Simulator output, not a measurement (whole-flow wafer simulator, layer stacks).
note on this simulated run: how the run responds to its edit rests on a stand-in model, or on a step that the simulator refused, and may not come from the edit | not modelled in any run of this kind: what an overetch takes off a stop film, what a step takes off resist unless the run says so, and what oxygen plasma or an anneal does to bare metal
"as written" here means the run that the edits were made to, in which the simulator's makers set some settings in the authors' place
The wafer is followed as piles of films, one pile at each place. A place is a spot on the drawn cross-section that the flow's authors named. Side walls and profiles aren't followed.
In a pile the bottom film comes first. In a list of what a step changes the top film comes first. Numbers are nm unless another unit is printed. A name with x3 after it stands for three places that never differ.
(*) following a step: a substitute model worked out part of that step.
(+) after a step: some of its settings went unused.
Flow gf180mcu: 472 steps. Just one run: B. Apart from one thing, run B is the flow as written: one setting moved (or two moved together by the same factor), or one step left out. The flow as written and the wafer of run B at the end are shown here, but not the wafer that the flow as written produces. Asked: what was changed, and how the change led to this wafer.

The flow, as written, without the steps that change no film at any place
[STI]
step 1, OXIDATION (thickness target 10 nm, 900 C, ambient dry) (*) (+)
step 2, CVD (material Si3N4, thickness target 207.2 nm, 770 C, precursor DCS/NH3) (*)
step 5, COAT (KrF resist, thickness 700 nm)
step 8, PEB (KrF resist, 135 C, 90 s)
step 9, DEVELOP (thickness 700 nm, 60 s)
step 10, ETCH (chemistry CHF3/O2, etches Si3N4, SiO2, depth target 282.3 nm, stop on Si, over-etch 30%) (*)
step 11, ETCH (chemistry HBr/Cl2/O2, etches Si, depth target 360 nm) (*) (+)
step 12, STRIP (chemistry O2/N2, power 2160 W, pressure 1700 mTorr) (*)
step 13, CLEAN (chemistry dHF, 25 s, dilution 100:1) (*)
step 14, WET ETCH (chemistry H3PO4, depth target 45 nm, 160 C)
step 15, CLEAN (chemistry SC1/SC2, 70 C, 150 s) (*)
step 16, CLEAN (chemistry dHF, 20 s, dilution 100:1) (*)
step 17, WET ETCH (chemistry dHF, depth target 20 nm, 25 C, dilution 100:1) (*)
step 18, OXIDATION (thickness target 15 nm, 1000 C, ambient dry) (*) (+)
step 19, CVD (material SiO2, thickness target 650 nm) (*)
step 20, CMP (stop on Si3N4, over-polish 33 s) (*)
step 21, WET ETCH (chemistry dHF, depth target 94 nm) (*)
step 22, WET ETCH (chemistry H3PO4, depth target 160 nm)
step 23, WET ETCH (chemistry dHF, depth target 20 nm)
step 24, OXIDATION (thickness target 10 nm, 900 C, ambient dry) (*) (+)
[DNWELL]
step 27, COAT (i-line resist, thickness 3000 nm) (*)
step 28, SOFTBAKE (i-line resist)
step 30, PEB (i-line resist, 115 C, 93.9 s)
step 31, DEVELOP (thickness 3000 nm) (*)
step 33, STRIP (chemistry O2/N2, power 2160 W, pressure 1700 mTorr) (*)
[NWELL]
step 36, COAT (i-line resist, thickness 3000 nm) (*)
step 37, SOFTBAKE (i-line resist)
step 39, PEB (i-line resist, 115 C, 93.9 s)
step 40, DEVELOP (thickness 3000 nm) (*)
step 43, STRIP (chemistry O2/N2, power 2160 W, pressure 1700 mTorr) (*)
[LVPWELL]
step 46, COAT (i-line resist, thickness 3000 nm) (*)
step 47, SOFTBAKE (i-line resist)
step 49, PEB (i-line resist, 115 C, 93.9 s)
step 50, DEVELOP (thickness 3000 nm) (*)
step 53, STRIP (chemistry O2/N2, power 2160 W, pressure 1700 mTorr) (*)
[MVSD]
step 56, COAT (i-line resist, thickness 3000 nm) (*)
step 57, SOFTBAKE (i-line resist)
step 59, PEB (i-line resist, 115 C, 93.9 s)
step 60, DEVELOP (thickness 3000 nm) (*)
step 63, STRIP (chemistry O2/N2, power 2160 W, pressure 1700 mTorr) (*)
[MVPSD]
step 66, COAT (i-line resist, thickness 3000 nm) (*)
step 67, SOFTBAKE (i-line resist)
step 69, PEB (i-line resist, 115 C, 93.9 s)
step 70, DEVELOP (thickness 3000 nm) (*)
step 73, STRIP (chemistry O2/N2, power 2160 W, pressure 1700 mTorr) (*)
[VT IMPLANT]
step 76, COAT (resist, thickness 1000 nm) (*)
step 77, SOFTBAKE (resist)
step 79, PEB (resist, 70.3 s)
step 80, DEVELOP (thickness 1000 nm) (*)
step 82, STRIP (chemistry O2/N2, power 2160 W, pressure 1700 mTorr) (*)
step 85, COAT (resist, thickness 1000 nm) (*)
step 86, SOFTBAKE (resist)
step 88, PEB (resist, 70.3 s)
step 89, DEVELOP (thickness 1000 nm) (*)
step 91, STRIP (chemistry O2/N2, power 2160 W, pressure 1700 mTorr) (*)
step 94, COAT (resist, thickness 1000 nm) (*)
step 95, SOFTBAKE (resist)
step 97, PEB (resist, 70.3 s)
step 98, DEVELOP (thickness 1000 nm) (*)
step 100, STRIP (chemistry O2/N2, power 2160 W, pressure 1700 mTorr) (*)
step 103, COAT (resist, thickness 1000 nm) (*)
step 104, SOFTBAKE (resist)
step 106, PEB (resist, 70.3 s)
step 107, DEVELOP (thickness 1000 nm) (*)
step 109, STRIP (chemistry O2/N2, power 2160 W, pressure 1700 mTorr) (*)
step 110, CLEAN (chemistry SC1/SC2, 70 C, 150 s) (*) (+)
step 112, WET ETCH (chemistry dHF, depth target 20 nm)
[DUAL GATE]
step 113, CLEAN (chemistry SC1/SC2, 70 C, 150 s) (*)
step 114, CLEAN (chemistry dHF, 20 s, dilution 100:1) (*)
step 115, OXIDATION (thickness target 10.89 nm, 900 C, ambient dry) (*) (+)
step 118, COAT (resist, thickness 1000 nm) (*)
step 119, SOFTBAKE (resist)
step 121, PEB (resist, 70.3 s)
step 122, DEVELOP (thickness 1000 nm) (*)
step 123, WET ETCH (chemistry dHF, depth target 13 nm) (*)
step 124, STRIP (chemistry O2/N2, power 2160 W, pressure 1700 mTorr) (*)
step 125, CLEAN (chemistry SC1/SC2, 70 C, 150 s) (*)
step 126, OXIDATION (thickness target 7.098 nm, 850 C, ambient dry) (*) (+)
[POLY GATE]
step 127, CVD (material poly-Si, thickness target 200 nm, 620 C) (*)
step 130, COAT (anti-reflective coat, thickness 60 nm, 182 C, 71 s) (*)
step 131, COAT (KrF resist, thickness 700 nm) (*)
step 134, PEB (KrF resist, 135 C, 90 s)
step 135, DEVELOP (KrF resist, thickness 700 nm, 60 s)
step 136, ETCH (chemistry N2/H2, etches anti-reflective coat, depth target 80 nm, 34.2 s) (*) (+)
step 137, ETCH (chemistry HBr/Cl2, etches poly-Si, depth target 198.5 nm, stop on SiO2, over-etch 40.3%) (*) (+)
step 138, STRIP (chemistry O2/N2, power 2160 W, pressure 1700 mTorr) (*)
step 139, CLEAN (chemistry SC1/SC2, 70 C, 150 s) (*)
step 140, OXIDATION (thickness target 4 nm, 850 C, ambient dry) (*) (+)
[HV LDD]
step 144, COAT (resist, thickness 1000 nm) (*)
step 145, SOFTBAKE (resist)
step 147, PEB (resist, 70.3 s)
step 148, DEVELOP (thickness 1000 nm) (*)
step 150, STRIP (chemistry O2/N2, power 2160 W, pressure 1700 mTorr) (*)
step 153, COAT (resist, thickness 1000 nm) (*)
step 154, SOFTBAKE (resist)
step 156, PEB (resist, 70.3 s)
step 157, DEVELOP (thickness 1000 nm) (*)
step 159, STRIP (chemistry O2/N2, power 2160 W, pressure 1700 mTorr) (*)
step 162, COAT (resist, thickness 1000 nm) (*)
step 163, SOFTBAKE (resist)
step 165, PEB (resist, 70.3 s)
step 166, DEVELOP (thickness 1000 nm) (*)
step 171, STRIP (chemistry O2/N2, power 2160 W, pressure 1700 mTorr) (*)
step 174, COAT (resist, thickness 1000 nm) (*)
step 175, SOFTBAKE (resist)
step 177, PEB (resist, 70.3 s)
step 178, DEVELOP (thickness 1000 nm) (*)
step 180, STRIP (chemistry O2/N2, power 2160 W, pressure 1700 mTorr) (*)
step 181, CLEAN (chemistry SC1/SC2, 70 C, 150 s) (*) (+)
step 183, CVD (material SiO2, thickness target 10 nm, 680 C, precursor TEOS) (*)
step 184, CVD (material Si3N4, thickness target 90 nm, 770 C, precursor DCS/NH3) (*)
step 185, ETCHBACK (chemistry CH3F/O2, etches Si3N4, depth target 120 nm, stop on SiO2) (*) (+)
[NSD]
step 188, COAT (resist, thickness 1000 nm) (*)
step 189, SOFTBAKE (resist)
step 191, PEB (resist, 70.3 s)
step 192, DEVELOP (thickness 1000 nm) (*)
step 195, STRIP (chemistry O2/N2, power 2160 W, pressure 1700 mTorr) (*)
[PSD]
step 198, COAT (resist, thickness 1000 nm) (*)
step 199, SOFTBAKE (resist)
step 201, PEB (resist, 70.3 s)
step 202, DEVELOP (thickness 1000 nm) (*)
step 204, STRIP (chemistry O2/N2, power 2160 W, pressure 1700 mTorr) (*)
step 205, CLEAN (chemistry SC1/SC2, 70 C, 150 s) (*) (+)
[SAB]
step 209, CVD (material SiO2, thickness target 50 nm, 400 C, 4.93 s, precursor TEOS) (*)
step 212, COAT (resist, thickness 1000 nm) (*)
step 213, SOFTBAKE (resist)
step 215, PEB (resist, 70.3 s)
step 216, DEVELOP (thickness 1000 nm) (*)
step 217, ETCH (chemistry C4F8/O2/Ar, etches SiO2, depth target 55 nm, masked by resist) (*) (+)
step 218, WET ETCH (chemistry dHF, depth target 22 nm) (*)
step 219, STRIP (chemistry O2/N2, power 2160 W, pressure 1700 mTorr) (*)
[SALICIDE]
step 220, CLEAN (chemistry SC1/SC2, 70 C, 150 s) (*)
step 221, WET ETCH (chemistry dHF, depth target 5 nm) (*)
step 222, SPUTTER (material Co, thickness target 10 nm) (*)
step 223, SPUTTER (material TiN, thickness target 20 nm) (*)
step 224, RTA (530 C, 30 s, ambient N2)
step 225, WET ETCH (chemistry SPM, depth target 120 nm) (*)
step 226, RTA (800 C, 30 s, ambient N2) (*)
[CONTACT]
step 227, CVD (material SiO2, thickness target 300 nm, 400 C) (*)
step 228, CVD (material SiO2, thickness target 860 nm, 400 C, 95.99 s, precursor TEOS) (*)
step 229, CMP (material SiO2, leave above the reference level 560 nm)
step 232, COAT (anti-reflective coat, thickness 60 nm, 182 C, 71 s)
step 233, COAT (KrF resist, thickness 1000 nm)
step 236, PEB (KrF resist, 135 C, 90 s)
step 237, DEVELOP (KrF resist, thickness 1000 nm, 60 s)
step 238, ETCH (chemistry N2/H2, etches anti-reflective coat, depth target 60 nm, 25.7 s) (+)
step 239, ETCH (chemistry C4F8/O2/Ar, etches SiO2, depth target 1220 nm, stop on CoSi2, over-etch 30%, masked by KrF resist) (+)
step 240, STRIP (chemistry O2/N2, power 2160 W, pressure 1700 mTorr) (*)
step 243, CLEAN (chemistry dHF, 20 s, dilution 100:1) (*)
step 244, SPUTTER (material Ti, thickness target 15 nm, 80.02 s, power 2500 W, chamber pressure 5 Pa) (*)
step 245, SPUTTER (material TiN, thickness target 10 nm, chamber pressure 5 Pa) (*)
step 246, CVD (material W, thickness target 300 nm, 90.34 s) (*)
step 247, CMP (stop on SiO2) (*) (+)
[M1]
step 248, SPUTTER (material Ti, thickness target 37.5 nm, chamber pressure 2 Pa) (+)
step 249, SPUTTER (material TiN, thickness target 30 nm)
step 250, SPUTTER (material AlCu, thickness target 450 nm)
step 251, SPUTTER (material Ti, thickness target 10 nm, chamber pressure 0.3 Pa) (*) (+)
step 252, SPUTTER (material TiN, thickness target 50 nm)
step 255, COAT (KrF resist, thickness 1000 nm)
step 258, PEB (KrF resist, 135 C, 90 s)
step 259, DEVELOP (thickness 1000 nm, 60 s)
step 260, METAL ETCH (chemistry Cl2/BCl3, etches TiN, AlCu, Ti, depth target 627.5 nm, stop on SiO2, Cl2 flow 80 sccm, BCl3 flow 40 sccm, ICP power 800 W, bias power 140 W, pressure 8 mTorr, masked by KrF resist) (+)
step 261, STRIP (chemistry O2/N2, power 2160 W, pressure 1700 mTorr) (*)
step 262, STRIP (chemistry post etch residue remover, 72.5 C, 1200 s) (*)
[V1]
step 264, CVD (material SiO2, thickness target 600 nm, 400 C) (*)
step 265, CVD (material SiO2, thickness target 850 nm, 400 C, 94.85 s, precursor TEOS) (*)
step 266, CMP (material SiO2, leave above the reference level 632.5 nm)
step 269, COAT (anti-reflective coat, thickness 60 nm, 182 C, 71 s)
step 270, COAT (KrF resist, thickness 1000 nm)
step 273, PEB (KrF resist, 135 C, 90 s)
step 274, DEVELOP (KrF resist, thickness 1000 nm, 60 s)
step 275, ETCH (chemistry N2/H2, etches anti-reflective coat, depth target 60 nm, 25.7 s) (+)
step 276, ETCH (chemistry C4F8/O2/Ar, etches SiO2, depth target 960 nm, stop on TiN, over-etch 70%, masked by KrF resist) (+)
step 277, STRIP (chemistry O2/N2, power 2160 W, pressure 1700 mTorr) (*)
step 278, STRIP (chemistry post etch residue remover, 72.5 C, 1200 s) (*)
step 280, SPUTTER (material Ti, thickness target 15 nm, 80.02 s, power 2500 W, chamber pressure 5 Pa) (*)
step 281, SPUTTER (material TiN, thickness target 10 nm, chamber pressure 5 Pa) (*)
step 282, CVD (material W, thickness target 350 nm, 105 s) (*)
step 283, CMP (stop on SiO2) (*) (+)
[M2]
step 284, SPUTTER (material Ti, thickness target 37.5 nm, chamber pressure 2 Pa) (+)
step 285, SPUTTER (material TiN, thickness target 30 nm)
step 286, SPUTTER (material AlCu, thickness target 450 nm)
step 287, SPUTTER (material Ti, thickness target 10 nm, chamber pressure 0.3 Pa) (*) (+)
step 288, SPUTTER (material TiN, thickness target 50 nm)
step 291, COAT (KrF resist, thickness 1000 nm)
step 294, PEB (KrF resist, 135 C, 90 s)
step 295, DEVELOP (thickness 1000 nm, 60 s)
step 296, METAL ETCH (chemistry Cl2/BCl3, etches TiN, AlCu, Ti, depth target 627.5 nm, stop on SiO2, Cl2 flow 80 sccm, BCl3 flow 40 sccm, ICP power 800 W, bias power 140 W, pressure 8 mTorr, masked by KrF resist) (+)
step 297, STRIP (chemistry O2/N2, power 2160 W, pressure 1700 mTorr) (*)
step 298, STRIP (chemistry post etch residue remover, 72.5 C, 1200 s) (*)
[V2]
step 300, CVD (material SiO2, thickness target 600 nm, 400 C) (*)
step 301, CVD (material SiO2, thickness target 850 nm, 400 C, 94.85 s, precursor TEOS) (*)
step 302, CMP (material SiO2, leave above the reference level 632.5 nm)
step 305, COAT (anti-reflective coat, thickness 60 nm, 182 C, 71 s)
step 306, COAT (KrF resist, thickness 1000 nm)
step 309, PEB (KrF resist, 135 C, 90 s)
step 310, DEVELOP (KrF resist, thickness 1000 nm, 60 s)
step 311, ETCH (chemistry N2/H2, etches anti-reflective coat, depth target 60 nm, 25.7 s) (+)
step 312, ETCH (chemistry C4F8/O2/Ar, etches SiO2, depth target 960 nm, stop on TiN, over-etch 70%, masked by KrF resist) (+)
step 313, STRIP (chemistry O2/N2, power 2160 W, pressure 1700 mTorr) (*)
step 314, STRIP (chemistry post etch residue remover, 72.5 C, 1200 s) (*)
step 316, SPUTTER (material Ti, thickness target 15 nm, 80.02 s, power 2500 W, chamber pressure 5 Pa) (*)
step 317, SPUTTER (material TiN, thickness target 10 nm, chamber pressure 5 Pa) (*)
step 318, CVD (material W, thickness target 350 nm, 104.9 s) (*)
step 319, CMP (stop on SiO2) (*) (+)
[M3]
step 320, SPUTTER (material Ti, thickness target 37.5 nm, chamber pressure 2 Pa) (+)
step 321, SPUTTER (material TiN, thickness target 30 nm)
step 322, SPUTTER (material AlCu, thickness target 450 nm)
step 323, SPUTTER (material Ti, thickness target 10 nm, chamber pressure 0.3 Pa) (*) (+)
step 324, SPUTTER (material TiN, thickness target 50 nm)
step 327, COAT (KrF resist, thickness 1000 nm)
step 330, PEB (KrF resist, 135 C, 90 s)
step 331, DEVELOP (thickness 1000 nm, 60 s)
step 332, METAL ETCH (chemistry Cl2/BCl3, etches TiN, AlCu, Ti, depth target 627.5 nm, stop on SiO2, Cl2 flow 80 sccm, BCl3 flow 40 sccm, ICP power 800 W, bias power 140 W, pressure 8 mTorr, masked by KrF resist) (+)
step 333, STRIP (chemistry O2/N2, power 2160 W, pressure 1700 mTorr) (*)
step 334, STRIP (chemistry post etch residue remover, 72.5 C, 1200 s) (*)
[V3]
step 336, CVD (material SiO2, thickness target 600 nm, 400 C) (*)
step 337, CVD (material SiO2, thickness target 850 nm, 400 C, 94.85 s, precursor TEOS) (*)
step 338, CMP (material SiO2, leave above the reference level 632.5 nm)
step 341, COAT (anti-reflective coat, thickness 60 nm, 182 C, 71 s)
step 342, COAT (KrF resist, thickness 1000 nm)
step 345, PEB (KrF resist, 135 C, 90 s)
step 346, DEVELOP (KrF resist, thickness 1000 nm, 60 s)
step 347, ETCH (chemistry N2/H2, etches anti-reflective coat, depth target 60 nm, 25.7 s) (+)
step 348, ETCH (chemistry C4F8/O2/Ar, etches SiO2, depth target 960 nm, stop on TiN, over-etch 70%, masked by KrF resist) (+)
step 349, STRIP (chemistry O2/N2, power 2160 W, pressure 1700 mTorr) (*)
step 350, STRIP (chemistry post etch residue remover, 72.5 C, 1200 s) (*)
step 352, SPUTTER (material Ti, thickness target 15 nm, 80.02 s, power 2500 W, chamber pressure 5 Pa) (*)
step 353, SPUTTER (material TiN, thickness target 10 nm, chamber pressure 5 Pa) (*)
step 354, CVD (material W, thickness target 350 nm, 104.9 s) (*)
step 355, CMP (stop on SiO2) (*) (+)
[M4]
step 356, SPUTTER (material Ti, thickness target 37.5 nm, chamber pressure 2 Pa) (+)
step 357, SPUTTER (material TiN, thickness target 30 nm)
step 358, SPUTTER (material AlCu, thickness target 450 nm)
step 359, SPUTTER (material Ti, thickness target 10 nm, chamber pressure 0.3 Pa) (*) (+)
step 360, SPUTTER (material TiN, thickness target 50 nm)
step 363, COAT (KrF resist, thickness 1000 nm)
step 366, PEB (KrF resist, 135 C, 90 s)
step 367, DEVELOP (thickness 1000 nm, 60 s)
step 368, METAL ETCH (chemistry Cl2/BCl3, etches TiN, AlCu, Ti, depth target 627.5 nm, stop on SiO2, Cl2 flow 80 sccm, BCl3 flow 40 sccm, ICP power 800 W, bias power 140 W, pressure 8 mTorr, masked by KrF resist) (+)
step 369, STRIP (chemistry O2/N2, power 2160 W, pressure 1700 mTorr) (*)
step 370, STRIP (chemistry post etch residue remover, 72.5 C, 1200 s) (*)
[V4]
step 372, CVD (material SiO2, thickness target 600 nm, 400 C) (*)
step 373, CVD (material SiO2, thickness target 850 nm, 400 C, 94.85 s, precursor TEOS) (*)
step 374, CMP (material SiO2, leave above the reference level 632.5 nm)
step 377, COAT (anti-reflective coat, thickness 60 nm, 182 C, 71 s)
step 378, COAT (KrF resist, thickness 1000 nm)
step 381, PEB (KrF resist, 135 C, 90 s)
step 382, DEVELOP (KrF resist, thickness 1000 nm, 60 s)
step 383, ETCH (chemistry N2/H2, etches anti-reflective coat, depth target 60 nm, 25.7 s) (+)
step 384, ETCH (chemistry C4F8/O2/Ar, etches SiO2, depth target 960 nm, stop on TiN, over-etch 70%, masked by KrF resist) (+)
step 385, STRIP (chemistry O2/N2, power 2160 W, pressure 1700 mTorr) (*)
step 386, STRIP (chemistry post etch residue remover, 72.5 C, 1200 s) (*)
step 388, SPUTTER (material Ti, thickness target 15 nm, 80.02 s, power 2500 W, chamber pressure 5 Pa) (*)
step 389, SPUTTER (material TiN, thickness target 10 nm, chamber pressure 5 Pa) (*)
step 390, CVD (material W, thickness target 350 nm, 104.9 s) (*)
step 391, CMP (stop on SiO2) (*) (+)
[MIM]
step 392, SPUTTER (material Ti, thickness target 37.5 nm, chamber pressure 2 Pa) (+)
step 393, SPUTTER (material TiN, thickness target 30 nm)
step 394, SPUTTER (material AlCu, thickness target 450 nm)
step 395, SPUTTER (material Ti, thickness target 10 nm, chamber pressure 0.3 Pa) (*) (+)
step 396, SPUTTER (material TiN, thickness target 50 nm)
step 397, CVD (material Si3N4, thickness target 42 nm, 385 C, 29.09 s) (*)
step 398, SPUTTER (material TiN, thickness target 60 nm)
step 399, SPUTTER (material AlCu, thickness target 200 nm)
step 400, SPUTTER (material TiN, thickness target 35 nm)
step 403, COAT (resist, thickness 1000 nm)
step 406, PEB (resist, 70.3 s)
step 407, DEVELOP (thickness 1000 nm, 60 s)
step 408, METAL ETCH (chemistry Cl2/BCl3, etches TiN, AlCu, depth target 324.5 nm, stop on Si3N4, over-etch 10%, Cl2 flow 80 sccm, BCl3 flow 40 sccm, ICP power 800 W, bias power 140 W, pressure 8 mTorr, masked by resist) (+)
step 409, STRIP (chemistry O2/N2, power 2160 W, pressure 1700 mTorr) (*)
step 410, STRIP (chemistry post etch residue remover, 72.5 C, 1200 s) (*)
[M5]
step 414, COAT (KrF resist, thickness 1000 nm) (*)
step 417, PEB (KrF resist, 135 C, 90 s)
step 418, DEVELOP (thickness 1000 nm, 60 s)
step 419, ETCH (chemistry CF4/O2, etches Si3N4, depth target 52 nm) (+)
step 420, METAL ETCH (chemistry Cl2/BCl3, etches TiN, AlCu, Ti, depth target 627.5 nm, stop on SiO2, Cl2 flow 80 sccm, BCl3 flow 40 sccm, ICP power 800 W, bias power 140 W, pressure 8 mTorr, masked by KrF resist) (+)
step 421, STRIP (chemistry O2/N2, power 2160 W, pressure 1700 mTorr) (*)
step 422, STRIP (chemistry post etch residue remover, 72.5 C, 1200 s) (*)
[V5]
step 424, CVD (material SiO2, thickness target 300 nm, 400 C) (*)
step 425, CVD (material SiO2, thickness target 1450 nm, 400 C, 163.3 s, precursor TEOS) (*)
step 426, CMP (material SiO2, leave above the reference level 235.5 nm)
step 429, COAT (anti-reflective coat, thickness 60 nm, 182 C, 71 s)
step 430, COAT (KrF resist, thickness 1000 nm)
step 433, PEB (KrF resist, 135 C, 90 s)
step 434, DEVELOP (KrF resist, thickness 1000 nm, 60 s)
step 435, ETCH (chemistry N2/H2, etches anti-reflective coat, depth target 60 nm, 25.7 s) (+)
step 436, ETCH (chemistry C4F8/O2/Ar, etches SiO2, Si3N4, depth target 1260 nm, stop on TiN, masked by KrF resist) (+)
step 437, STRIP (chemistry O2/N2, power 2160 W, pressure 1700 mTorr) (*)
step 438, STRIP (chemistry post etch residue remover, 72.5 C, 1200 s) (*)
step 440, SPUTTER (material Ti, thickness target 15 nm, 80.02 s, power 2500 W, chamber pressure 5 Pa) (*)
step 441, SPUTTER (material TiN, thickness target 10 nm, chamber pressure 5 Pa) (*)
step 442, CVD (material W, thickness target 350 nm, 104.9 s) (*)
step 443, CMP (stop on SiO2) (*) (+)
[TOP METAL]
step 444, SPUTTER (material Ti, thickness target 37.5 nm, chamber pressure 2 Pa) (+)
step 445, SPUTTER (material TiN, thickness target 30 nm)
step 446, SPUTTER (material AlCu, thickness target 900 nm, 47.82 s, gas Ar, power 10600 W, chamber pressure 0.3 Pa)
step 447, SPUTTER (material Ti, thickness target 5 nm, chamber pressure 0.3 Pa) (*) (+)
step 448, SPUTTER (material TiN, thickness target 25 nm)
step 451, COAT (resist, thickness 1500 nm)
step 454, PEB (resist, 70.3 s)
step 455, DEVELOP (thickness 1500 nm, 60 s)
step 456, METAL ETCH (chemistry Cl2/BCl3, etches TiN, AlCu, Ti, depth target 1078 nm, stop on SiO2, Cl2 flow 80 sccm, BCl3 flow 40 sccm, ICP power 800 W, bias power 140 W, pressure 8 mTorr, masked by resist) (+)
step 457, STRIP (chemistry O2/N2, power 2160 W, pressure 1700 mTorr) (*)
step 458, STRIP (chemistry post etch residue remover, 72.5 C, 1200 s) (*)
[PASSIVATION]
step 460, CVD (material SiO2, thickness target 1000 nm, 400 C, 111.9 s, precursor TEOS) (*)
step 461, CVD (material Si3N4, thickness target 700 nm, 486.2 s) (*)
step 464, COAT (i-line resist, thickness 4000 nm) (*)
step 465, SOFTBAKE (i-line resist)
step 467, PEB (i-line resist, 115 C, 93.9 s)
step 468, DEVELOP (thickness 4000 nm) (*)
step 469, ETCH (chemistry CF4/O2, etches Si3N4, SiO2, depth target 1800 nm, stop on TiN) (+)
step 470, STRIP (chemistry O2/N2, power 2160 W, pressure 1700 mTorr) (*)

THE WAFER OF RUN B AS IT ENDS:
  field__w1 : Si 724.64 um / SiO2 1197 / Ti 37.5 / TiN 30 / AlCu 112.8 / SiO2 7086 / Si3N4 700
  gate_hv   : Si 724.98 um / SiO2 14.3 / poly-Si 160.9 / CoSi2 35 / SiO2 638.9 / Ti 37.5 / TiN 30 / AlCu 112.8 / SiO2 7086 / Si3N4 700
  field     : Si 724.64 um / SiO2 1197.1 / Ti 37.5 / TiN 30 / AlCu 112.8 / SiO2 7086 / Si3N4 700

Cause: step 250, SPUTTER: thickness target 686 nm was run, while the flow as written has thickness target 450 nm.

The path from the change to this, step by step:
  step 250, SPUTTER (material AlCu, thickness target 450 nm)
      field, field__w1, field__w2 and 108 more: +686 AlCu (new film) (as written it would have been: +450 AlCu (new film))
  step 260, METAL ETCH (chemistry Cl2/BCl3, etches TiN, AlCu, Ti, depth target 627.5 nm, stop on SiO2, Cl2 flow 80 sccm, BCl3 flow 40 sccm, ICP power 800 W, bias power 140 W, pressure 8 mTorr, masked by KrF resist) (+)
      field, field__w1, field__w2 and 99 more: -50 TiN (all of it), -10 Ti (all of it), -567.5 AlCu (as written it would have been: -50 TiN (all of it), -10 Ti (all of it), -450 AlCu (all of it), -30 TiN (all of it), -37.5 Ti (all of it))
  step 262, STRIP (chemistry post etch residue remover, 72.5 C, 1200 s) (*)
      field, field__w1, field__w2 and 99 more: -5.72 AlCu (as written it would have been: nothing)
  step 264, CVD (material SiO2, thickness target 600 nm, 400 C) (*)
      field, field__w1, field__w2 and 99 more: +600 SiO2 (new film) (as written it would have been: +600 SiO2)
  step 266, CMP (material SiO2, leave above the reference level 632.5 nm)
      field, field__w1, field__w2 and 99 more: -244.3 SiO2 (as written it would have been: -300 SiO2)
Taking metal films that touch as one body, field__w1 has 1 body; the flow as written gives 0 bodies.
Taking metal films that touch as one body, gate_hv has 2 bodies (between them, from the top down: SiO2 638.9); the flow as written gives 1 body.
Taking metal films that touch as one body, field has 1 body; the flow as written gives 0 bodies.
